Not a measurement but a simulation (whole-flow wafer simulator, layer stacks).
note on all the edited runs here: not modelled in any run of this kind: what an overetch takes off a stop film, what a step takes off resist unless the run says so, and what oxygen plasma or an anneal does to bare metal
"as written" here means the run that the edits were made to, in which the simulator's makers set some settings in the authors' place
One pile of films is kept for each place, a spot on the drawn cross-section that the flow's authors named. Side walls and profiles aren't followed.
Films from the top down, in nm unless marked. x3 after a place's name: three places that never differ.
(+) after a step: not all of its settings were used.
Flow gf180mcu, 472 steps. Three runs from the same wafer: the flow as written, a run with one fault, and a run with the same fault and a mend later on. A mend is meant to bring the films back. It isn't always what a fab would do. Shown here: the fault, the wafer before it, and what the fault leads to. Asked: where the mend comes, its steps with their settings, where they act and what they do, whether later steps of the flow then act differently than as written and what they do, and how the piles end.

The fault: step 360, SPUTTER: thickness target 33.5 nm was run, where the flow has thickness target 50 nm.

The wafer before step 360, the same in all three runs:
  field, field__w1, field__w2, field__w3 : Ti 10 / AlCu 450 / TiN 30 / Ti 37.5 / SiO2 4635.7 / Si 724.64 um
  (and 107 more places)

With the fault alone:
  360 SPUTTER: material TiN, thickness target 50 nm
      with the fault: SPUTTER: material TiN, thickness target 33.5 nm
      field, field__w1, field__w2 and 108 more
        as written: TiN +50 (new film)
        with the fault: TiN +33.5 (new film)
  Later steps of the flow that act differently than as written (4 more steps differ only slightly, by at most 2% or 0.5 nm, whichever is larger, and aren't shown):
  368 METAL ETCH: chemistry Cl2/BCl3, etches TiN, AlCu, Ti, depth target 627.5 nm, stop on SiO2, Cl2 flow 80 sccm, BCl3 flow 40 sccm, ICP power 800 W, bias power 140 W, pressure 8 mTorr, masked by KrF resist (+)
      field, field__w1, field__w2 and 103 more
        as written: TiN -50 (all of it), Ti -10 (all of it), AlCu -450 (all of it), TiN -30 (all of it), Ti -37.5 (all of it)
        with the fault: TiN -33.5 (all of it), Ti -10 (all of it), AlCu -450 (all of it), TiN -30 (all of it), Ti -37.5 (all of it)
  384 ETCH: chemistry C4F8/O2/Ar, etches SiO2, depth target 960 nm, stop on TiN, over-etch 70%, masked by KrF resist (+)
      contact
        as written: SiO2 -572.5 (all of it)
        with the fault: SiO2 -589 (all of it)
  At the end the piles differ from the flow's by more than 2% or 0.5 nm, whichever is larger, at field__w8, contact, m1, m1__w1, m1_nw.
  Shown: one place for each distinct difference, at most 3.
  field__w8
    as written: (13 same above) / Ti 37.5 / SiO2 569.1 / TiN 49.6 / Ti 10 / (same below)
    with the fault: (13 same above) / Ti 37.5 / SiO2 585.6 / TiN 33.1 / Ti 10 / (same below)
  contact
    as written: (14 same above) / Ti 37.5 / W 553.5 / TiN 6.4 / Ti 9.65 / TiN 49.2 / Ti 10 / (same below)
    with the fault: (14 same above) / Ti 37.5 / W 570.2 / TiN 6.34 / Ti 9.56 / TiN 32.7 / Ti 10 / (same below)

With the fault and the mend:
  The mend comes after step 360.
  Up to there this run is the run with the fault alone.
  360a SPUTTER: material TiN, thickness target 16.5 nm (the flow's step 360 once more, with other settings)
      field, field__w1, field__w2 and 108 more
        TiN +16.5
  No later step of the flow acts differently than as written at any place that is followed.
  At the end the piles are the same as the flow's at every place that both follow.
